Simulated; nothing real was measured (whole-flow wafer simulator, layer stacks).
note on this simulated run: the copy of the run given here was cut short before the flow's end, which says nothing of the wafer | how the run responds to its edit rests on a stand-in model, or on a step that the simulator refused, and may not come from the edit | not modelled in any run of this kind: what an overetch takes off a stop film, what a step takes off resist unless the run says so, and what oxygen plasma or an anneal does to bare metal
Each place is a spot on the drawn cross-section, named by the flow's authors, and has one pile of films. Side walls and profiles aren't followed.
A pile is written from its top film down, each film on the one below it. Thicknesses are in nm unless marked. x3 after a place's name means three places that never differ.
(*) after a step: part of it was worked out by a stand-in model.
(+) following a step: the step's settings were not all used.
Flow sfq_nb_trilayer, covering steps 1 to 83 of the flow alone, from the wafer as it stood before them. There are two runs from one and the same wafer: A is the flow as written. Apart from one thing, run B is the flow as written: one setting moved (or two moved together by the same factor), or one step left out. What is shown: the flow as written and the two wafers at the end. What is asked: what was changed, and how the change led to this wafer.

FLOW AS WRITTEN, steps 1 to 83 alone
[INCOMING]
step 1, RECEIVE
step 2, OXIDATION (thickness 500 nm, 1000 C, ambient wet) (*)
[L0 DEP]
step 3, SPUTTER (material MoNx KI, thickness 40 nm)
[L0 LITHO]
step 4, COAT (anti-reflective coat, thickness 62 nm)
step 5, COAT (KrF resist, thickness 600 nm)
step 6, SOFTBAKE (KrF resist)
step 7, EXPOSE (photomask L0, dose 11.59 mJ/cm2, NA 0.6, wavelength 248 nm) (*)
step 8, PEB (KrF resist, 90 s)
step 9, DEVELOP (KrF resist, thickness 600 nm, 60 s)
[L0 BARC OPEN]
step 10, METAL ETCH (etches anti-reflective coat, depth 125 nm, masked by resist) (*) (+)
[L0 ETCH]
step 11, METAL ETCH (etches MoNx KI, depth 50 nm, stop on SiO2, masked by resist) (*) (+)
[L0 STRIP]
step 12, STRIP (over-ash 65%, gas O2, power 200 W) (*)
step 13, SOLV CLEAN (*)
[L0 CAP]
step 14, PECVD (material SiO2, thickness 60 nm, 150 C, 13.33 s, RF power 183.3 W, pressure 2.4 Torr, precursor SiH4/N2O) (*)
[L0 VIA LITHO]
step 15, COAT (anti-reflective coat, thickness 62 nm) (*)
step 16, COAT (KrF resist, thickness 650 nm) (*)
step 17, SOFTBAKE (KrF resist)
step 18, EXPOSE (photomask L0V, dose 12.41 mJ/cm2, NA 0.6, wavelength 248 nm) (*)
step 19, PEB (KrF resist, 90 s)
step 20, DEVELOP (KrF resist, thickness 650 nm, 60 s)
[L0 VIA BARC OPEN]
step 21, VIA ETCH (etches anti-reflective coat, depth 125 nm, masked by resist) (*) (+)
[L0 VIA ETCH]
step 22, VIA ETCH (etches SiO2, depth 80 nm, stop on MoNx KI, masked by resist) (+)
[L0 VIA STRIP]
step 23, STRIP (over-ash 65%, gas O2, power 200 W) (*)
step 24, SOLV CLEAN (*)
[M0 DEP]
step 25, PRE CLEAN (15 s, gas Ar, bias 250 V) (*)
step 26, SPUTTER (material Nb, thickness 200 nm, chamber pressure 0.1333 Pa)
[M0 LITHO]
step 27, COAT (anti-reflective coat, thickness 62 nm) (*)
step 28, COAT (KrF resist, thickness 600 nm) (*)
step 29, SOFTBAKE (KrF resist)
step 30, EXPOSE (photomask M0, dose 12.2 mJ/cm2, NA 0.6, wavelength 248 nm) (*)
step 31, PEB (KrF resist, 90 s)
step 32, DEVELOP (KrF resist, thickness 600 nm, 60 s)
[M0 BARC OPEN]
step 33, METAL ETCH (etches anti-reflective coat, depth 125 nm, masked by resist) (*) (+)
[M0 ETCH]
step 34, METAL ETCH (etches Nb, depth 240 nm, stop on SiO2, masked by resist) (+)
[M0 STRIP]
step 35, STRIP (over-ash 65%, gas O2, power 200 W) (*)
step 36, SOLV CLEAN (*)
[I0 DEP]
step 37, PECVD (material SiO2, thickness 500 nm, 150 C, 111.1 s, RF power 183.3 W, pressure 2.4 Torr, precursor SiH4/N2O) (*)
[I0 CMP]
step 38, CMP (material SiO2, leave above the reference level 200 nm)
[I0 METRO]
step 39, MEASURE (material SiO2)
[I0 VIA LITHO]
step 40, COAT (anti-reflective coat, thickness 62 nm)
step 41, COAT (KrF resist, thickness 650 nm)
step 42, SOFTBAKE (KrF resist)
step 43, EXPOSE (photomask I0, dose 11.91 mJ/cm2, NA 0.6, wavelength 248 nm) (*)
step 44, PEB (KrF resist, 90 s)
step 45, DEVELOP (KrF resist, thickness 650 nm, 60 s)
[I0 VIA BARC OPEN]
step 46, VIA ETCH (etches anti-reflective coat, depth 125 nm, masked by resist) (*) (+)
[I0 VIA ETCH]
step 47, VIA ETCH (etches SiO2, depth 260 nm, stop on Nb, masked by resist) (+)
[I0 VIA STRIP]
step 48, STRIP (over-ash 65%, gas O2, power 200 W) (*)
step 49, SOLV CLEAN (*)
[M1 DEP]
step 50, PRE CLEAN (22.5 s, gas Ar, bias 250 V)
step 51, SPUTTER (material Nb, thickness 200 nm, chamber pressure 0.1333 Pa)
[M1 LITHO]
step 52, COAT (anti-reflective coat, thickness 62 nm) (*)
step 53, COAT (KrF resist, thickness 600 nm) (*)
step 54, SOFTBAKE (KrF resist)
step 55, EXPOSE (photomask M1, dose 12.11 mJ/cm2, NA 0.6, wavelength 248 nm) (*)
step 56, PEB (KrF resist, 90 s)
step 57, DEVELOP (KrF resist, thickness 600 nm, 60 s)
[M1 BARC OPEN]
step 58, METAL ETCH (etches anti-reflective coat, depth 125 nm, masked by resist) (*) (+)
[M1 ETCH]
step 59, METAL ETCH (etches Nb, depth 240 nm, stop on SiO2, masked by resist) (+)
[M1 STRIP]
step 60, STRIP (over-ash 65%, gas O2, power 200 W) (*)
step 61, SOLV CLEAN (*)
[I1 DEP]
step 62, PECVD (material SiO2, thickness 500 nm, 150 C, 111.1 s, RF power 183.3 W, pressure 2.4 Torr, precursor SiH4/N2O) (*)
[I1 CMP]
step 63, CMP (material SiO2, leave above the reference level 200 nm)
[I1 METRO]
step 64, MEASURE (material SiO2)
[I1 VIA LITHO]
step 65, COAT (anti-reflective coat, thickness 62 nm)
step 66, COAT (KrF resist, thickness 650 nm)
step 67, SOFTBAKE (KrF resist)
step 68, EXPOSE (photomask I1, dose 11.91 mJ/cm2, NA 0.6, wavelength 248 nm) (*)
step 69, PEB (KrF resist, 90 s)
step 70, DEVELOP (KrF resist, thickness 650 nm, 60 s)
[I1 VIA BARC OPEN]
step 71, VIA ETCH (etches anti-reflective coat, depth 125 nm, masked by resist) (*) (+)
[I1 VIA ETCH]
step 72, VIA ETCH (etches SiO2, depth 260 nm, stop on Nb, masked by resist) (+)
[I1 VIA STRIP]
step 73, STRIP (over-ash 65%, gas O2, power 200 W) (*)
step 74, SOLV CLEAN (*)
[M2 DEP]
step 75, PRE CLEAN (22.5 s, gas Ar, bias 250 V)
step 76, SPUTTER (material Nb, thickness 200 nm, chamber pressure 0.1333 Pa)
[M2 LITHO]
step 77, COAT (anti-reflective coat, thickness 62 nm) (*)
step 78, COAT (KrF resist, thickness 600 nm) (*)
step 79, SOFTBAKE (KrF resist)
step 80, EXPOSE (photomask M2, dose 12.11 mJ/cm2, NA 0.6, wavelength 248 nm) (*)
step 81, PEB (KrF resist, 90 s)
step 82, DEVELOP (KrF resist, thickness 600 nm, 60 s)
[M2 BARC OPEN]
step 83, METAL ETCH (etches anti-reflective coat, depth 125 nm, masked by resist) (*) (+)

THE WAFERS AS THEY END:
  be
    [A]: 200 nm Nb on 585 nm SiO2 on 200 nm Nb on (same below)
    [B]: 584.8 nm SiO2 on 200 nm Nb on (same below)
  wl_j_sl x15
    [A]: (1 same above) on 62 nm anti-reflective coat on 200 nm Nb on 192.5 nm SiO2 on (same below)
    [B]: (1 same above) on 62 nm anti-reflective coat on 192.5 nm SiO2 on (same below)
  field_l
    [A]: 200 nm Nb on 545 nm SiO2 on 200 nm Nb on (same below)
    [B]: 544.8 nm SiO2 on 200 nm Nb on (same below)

Cause: step 76, SPUTTER: material Nb, thickness 200 nm, chamber pressure 0.1333 Pa, was not run.

Step by step, how the change led to this:
  step 77, COAT (anti-reflective coat, thickness 62 nm) (*)
      via_v: A anti-reflective coat gains 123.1 (new film) | B anti-reflective coat gains 115.1 (new film)
If metal films that touch count as one body, be has 1 body; the flow as written gives 2 bodies (between them, from the top down: SiO2 585).
If metal films that touch count as one body, wl_j_sl x15 has 2 bodies (between them, from the top down: SiO2 192.5); the flow as written gives 3 bodies (between them, from the top down: SiO2 192.5; SiO2 192.5).
If metal films that touch count as one body, field_l has 2 bodies (between them, from the top down: SiO2 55); the flow as written gives 3 bodies (between them, from the top down: SiO2 545; SiO2 55).
